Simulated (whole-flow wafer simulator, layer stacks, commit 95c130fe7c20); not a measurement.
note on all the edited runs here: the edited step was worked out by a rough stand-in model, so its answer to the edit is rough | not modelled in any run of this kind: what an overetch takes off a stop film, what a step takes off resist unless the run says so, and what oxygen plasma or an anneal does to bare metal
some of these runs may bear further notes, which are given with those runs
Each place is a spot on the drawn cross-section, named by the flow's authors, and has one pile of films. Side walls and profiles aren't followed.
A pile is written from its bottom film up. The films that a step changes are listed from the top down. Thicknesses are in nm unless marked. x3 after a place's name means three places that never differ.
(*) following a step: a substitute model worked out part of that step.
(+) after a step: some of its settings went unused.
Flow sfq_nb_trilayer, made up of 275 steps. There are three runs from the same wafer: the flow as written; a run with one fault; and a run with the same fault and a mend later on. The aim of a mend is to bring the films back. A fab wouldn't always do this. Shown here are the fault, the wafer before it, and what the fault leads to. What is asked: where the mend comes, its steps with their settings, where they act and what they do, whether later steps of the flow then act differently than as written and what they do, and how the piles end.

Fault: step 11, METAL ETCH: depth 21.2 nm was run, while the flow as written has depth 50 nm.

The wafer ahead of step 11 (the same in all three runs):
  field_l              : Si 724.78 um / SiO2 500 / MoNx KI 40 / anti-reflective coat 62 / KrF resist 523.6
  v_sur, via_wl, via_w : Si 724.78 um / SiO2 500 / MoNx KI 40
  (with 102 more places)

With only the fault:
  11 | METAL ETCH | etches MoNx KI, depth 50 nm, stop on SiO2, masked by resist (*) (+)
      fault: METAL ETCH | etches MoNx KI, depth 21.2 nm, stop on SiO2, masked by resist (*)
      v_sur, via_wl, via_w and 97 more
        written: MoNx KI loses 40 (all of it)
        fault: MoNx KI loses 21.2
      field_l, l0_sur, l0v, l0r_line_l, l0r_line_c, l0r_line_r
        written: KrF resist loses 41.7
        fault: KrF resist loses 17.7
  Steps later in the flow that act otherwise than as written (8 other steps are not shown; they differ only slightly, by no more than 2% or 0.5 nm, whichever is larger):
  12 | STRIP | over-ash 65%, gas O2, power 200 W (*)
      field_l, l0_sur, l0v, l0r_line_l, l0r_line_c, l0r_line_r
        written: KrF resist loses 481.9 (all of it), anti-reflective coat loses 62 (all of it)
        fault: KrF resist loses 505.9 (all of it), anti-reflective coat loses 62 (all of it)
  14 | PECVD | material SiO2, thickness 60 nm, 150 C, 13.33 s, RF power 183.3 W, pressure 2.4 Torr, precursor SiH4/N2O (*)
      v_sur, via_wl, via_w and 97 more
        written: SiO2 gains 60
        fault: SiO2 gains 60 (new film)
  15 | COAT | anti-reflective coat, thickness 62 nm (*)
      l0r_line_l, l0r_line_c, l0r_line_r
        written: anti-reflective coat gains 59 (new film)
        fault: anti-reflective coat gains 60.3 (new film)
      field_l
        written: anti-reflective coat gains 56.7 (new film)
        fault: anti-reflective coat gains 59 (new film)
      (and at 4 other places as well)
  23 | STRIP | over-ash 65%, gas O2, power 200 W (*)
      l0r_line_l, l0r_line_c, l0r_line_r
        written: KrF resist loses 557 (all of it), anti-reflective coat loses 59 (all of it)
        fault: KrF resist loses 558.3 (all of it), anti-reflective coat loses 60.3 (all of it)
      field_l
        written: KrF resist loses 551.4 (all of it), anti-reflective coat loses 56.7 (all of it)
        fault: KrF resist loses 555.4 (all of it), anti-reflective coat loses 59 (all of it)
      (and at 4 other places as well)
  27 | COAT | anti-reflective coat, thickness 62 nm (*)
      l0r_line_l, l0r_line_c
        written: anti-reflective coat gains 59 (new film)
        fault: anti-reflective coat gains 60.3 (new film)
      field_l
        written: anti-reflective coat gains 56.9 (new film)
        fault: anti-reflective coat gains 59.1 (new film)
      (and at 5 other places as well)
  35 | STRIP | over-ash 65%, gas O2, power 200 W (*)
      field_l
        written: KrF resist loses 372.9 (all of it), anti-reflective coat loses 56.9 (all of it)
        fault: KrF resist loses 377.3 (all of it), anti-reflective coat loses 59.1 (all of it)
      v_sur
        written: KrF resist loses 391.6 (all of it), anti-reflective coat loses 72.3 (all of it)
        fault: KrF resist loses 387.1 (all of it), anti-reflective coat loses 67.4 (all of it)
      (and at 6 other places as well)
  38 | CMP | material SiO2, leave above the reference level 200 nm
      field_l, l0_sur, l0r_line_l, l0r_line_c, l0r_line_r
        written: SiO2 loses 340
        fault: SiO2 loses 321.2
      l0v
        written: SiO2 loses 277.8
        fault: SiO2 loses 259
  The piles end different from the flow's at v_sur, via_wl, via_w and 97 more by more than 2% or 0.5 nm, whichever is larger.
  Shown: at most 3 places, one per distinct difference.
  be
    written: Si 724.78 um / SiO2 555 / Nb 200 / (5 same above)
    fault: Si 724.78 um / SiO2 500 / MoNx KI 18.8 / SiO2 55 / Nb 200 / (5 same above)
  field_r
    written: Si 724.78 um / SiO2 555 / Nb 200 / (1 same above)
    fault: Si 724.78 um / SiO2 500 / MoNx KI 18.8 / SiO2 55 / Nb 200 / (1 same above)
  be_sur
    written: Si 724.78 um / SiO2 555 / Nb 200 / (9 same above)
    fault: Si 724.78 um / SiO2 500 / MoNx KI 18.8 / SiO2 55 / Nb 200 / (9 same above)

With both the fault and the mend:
  The mend follows step 12.
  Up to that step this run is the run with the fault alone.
  12a | COAT | anti-reflective coat, thickness 62 nm (*) (a further turn of the flow's step 4)
      p4_fl x3, p4_w1 x9, p4_g1 x2 and 59 more
        anti-reflective coat gains 62 (new film)
      be, be_sur, gap and 11 more
        anti-reflective coat gains 62.9 (new film)
      via_v, wire, lsp_l, ln_m5
        anti-reflective coat gains 63 (new film)
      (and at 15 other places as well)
  12b | COAT | KrF resist, thickness 600 nm (*) (a further turn of the flow's step 5)
      p4_fl x3, p4_w1 x9, p4_g1 x2 and 59 more
        KrF resist gains 600 (new film)
      be_sur, gap, jj_sur, r_sur, res, r_end
        KrF resist gains 603.6 (new film)
      ce_l, c5j, ce_r, sp_r, be_r
        KrF resist gains 603.5 (new film)
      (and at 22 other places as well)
  12c | SOFTBAKE | KrF resist (a further turn of the flow's step 6)
      does not change any film at any place that is followed
  12d | EXPOSE | photomask L0, dose 11.59 mJ/cm2, NA 0.6, wavelength 248 nm (*) (a further turn of the flow's step 7)
      does not change any film at any place that is followed
  12e | PEB | KrF resist, 90 s (a further turn of the flow's step 8)
      l0_sur, p4_fl x3, p4_w1 x9 and 64 more
        KrF resist loses 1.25
      v_sur, via_wr, via_sp and 19 more
        KrF resist loses 1.26
      via_wl, via_w, ln_m6, lsp_r, l0r_space_c
        KrF resist loses 1.27
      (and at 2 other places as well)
  12f | DEVELOP | KrF resist, thickness 600 nm, 60 s (a further turn of the flow's step 9)
      p4_fl x3, p4_w1 x9, p4_g1 x2 and 59 more
        KrF resist loses 598.7 (all of it)
      gap, jj_sur, ce_l and 6 more
        KrF resist loses 602.3 (all of it)
      field_l, l0_sur, l0v, l0r_line_l, l0r_line_c, l0r_line_r
        KrF resist loses 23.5
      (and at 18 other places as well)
  12g | METAL ETCH | etches anti-reflective coat, depth 125 nm, masked by resist (*) (+) (a further turn of the flow's step 10)
      p4_fl x3, p4_w1 x9, p4_g1 x2 and 59 more
        anti-reflective coat loses 62 (all of it)
      be, be_sur, gap and 11 more
        anti-reflective coat loses 62.9 (all of it)
      field_l, l0_sur, l0v, l0r_line_l, l0r_line_c, l0r_line_r
        KrF resist loses 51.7
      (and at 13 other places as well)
  12h | METAL ETCH | etches MoNx KI, depth 28.8 nm, stop on SiO2, masked by resist (+) (a further turn of the flow's step 11, with different settings)
      v_sur, via_wl, via_w and 97 more
        MoNx KI loses 18.8 (all of it)
      field_l, l0_sur, l0v, l0r_line_l, l0r_line_c, l0r_line_r
        KrF resist loses 23.5
  12i | STRIP | over-ash 65%, gas O2, power 200 W (*) (a further turn of the flow's step 12)
      l0r_line_l, l0r_line_c, l0r_line_r
        KrF resist loses 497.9 (all of it), anti-reflective coat loses 60.2 (all of it)
      field_l
        KrF resist loses 495.2 (all of it), anti-reflective coat loses 58.9 (all of it)
      l0_sur
        KrF resist loses 496.2 (all of it), anti-reflective coat loses 57.3 (all of it)
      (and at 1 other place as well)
  Later steps of the flow that are run all act as written at every place that is followed.
  The piles end the same as the flow's at every place that both follow.
